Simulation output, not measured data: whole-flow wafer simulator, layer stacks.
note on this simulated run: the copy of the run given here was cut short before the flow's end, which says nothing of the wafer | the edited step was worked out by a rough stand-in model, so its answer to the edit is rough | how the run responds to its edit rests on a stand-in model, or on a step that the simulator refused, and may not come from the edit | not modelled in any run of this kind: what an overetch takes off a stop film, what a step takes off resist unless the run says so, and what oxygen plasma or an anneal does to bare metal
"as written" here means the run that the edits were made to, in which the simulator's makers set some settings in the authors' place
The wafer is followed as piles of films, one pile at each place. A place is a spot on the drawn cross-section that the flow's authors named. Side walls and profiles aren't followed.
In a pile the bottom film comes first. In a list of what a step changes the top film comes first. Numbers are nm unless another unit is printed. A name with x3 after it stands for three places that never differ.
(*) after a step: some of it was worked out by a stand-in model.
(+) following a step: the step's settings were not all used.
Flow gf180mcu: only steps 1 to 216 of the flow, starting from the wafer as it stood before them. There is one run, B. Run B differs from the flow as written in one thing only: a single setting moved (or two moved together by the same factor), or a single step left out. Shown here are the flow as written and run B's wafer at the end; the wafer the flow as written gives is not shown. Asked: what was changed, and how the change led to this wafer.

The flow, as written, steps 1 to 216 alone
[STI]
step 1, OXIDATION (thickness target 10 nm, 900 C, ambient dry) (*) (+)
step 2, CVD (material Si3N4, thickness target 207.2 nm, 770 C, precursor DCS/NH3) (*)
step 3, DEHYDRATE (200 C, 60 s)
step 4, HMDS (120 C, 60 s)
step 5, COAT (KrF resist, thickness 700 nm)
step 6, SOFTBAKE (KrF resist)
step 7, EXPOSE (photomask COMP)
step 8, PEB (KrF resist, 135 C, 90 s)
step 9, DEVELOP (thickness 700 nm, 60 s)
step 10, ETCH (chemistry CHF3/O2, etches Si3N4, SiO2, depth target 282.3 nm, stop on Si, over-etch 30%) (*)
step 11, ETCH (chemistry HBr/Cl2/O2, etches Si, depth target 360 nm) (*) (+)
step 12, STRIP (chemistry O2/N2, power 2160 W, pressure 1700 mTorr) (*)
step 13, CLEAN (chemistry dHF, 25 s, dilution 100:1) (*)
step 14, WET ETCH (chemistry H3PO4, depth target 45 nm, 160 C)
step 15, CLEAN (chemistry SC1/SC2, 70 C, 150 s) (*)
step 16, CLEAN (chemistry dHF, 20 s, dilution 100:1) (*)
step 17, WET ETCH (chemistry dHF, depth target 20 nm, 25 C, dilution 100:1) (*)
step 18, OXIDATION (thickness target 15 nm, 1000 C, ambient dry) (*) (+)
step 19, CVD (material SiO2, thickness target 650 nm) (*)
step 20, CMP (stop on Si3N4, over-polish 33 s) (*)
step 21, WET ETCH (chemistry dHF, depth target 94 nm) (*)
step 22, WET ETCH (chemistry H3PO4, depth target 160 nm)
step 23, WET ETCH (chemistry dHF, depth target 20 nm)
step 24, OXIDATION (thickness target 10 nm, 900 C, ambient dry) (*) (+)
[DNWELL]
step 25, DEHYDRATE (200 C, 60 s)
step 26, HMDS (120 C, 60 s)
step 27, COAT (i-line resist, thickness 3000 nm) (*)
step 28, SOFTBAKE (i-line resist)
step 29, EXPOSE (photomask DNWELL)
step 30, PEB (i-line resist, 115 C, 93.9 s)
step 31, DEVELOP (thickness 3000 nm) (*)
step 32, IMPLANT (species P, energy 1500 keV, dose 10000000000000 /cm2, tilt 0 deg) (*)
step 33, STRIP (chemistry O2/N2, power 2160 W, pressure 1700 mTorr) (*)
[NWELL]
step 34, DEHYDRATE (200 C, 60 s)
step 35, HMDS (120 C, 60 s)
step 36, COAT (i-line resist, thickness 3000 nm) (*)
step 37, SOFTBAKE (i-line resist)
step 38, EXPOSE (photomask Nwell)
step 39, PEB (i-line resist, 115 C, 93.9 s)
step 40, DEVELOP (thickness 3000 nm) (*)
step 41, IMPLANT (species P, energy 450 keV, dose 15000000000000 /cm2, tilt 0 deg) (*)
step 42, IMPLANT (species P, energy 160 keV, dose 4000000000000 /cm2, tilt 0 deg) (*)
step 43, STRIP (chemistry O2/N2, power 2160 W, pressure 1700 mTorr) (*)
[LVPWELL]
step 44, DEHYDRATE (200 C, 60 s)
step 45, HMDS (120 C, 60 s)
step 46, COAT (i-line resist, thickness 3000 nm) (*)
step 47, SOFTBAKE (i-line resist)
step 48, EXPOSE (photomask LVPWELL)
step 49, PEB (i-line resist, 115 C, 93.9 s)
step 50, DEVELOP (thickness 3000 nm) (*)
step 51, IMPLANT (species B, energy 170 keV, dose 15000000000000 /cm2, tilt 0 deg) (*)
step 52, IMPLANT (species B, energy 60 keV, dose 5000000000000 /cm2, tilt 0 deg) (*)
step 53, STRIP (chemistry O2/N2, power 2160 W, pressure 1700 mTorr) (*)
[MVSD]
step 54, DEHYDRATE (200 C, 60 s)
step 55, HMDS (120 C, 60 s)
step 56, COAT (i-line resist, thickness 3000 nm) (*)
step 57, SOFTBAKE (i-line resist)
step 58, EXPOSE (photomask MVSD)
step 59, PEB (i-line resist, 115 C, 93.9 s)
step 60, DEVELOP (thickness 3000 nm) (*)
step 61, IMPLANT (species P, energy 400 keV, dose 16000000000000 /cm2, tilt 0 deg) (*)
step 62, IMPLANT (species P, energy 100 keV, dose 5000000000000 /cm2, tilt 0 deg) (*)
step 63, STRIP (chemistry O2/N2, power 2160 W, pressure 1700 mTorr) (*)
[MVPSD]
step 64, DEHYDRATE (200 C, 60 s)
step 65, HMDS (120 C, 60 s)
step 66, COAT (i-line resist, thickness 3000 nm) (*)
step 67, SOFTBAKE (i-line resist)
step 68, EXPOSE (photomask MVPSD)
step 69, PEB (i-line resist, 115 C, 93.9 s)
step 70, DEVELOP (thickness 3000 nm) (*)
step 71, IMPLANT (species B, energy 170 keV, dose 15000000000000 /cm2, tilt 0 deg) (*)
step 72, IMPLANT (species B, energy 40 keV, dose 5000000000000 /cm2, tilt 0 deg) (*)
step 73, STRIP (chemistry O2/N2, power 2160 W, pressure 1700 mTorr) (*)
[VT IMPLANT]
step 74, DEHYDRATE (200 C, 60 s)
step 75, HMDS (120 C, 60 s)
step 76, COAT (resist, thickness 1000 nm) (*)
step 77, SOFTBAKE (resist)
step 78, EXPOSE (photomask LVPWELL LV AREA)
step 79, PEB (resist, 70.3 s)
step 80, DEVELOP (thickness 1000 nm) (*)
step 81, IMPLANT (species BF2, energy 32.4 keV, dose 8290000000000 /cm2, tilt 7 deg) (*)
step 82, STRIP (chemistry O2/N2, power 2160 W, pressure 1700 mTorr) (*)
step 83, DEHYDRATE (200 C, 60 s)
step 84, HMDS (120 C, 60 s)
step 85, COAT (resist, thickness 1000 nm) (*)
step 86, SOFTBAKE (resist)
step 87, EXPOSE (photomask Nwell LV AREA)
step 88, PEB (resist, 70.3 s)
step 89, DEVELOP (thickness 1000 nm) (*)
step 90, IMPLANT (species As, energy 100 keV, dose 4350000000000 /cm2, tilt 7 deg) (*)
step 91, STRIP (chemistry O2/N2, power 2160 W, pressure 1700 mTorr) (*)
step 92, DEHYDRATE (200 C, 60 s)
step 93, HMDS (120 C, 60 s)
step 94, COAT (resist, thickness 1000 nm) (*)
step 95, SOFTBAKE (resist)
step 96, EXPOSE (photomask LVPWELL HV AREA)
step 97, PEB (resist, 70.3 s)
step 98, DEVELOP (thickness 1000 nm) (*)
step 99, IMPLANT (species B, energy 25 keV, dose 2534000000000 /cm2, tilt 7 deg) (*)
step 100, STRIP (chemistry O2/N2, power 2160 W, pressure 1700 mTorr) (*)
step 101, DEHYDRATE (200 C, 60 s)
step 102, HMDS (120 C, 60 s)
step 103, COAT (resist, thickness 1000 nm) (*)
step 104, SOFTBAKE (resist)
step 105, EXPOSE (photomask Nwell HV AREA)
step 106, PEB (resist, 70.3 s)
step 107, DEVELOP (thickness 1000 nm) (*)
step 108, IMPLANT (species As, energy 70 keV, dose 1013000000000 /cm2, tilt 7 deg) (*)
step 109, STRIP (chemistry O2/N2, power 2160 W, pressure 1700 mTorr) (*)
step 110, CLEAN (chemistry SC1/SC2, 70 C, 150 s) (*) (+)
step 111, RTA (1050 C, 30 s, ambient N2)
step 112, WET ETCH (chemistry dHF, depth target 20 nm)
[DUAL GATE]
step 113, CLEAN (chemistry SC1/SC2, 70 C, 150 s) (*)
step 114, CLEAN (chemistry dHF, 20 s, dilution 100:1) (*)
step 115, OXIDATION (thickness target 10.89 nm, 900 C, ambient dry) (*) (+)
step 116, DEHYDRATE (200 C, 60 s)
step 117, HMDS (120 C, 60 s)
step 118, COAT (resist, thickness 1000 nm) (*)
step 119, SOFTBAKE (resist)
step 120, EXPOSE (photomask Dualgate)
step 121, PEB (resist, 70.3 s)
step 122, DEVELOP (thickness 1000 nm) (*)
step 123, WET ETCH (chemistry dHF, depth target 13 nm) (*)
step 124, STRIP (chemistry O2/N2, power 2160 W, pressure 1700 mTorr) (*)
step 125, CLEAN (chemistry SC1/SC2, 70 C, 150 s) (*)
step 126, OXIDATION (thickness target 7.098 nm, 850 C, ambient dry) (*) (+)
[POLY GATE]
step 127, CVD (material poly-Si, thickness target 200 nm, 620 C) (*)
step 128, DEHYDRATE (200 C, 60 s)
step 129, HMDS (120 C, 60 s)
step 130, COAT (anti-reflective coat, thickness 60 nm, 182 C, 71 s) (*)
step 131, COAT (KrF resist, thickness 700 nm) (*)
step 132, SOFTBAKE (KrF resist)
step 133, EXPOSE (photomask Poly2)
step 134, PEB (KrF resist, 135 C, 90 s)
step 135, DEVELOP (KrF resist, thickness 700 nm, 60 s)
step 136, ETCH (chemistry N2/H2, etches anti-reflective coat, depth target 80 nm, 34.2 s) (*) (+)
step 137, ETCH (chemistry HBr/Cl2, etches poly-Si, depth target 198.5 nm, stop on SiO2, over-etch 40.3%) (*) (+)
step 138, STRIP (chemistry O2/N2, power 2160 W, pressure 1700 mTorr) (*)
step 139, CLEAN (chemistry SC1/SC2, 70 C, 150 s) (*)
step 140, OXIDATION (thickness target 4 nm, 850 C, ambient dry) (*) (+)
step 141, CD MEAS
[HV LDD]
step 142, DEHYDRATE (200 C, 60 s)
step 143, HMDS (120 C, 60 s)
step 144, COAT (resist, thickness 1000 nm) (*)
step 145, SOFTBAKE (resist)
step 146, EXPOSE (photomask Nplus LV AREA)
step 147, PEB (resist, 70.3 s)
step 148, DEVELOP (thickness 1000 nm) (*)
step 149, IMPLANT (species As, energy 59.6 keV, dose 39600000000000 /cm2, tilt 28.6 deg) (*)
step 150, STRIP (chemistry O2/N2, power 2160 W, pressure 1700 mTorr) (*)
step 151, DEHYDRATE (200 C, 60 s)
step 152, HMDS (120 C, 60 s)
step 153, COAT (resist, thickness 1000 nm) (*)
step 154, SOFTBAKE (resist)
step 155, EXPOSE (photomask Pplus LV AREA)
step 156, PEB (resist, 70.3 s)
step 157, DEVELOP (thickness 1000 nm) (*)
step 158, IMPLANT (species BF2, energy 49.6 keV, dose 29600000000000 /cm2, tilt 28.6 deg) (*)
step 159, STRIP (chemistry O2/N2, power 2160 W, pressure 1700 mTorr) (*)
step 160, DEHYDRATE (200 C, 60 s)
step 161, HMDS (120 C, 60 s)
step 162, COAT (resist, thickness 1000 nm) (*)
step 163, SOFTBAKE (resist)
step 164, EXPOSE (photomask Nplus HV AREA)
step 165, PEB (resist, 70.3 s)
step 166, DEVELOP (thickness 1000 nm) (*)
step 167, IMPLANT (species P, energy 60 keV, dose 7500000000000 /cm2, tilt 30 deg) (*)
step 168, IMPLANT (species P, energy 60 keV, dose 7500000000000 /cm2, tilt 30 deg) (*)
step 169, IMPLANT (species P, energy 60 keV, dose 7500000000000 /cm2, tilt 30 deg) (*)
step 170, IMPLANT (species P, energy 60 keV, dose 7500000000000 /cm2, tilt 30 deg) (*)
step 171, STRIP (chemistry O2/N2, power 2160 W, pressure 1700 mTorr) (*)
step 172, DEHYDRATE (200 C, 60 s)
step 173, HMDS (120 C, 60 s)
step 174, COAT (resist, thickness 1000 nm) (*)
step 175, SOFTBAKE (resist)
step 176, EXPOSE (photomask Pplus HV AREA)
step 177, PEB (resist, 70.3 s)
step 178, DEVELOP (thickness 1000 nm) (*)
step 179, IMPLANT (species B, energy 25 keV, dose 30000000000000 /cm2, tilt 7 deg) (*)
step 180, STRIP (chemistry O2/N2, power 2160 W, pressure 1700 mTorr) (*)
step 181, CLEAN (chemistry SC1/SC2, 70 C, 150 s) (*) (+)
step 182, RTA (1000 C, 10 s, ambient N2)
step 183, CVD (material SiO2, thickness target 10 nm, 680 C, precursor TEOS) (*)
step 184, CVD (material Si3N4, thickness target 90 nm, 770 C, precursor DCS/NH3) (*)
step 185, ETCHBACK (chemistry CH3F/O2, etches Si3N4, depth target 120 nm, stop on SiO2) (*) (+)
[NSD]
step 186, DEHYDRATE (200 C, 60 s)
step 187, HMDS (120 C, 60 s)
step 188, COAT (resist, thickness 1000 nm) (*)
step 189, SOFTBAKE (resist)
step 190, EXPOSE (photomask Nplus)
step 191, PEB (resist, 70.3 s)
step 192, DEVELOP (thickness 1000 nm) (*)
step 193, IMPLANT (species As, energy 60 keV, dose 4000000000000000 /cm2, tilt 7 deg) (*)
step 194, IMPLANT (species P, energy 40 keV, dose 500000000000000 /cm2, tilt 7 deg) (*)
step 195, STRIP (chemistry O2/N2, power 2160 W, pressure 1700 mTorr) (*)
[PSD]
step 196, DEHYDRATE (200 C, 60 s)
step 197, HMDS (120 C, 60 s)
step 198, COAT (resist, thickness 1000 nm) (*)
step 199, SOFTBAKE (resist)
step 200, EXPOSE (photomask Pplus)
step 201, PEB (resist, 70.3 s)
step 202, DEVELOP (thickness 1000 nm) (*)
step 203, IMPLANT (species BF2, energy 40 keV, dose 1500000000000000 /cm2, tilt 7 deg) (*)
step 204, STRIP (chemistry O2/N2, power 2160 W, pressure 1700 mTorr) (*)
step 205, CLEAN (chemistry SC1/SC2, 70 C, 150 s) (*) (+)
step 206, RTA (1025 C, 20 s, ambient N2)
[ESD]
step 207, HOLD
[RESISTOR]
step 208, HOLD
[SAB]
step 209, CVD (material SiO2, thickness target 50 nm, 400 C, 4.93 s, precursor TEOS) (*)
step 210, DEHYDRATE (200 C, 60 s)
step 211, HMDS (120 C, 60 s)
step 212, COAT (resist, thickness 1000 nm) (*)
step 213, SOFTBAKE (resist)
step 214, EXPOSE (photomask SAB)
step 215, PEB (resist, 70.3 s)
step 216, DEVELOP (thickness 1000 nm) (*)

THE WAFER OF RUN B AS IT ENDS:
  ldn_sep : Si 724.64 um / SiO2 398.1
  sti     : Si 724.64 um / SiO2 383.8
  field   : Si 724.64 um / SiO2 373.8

Cause: step 21, WET ETCH: depth target 134 nm was run, though the flow has depth target 94 nm.

The path from the change to this, step by step:
  step 21, WET ETCH (chemistry dHF, depth target 94 nm) (*)
      active, n_well, p_well and 40 more: Si3N4 loses 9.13 (it would be, as written: Si3N4 loses 6.43)
      field, field_sub, sti and 34 more: SiO2 loses 134 (it would be, as written: SiO2 loses 94)
  step 28, SOFTBAKE (i-line resist)
      field: i-line resist loses 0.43 (it would be, as written: i-line resist gains 2.45)
      field_sub: i-line resist loses 0.34 (it would be, as written: i-line resist gains 1.87)
      (as well as at 61 more places)
  step 37, SOFTBAKE (i-line resist)
      field: i-line resist loses 0.43 (it would be, as written: i-line resist gains 2.45)
      field_sub: i-line resist loses 0.34 (it would be, as written: i-line resist gains 1.87)
      (as well as at 61 more places)
  step 47, SOFTBAKE (i-line resist)
      field: i-line resist loses 0.43 (it would be, as written: i-line resist gains 2.45)
      field_sub: i-line resist loses 0.34 (it would be, as written: i-line resist gains 1.87)
      (as well as at 61 more places)
  step 57, SOFTBAKE (i-line resist)
      field: i-line resist loses 0.43 (it would be, as written: i-line resist gains 2.45)
      field_sub: i-line resist loses 0.34 (it would be, as written: i-line resist gains 1.87)
      (as well as at 61 more places)
  step 67, SOFTBAKE (i-line resist)
      field: i-line resist loses 0.43 (it would be, as written: i-line resist gains 2.45)
      field_sub: i-line resist loses 0.34 (it would be, as written: i-line resist gains 1.87)
      (as well as at 61 more places)
  step 76, COAT (resist, thickness 1000 nm) (*)
      p_well, spacer, sd_n: resist gains 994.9 (new film) (it would be, as written: resist gains 1033.8 (new film))
      field__w6: resist gains 1007.1 (new film) (it would be, as written: resist gains 984.3 (new film))
      (as well as at 33 more places)
  step 77, SOFTBAKE (resist)
      ldn_fp, ldp_fp: nothing (it would be, as written: resist loses 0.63)
      ldn_dft, ldp_dft: nothing (it would be, as written: resist loses 0.98)
      (as well as at 47 more places)
  step 79, PEB (resist, 70.3 s)
      p_well, spacer, sd_n: resist loses 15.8 (it would be, as written: resist loses 16.4)
  step 80, DEVELOP (thickness 1000 nm) (*)
      p_well, spacer, sd_n: resist loses 979.1 (all of it) (it would be, as written: resist loses 1017.4 (all of it))
      active: resist loses 980.4 (all of it) (it would be, as written: resist loses 1004 (all of it))
      (as well as at 4 more places)
  step 82, STRIP (chemistry O2/N2, power 2160 W, pressure 1700 mTorr) (*)
      ldn_acc, ldn_drn: resist loses 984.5 (all of it) (it would be, as written: resist loses 1009.2 (all of it))
      field__w6: resist loses 991.2 (all of it) (it would be, as written: resist loses 968.6 (all of it))
      (as well as at 28 more places)
  step 85, COAT (resist, thickness 1000 nm) (*)
      p_well, spacer, sd_n: resist gains 994.9 (new film) (it would be, as written: resist gains 1033.8 (new film))
      field__w6: resist gains 1007.1 (new film) (it would be, as written: resist gains 984.3 (new film))
      (as well as at 33 more places)
  step 86, SOFTBAKE (resist)
      ldn_fp, ldp_fp: nothing (it would be, as written: resist loses 0.63)
      ldn_dft, ldp_dft: nothing (it would be, as written: resist loses 0.98)
      (as well as at 47 more places)
  step 88, PEB (resist, 70.3 s)
      p_well, spacer, sd_n: resist loses 15.8 (it would be, as written: resist loses 16.4)
  step 89, DEVELOP (thickness 1000 nm) (*)
      n_well: resist loses 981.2 (all of it) (it would be, as written: resist loses 1002.9 (all of it))
      sd_p: resist loses 981.3 (all of it) (it would be, as written: resist loses 1001.9 (all of it))
      (as well as at 4 more places)
  step 91, STRIP (chemistry O2/N2, power 2160 W, pressure 1700 mTorr) (*)
      p_well, spacer, sd_n: resist loses 979.1 (all of it) (it would be, as written: resist loses 1017.4 (all of it))
      ldn_acc, ldn_drn: resist loses 984.5 (all of it) (it would be, as written: resist loses 1009.2 (all of it))
      (as well as at 28 more places)
  ... 51 further steps ...
  step 216, DEVELOP (thickness 1000 nm) (*)
      p_well, sd_n: resist loses 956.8 (all of it) (it would be, as written: resist loses 996.4 (all of it))
      field__w6: resist loses 1075.5 (all of it) (it would be, as written: resist loses 1026.2 (all of it))
      (as well as at 32 more places)
